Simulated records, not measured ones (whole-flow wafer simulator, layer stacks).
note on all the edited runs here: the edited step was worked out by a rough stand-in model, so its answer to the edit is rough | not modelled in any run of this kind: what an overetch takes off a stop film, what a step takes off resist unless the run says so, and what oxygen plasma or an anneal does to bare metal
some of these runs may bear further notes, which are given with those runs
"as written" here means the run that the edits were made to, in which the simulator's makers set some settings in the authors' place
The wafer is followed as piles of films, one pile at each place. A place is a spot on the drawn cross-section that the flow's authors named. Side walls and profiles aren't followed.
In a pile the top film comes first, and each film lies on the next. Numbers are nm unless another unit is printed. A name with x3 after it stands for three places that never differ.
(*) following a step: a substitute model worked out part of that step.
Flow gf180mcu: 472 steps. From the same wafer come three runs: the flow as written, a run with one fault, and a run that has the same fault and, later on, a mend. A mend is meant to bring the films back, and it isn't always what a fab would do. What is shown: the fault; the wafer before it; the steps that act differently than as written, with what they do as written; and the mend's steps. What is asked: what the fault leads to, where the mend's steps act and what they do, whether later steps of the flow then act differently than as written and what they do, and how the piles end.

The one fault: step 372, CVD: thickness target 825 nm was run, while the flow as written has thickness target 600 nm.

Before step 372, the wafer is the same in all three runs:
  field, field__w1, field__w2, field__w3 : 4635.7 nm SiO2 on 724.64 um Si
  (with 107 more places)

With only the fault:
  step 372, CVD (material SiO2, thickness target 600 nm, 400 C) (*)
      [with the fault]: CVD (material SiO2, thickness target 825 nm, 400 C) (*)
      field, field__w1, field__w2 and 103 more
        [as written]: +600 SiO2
        [with the fault]: +825 SiO2
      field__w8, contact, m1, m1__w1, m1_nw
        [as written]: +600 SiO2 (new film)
        [with the fault]: +825 SiO2 (new film)
  Steps further on in the flow that do not act as written:
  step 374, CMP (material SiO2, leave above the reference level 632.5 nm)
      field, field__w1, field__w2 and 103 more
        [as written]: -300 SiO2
        [with the fault]: -525 SiO2
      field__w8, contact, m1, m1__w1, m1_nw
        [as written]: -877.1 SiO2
        [with the fault]: -1102.1 SiO2
  At every place that both follow, the piles at the end match the flow's.

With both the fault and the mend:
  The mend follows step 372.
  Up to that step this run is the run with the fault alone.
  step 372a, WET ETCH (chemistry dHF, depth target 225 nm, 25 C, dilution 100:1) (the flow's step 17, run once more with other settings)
      field, field__w1, field__w2 and 108 more
        -225 SiO2
  Every later step of the flow that is run acts as written at every place that is followed.
  At every place that both follow, the piles at the end match the flow's.
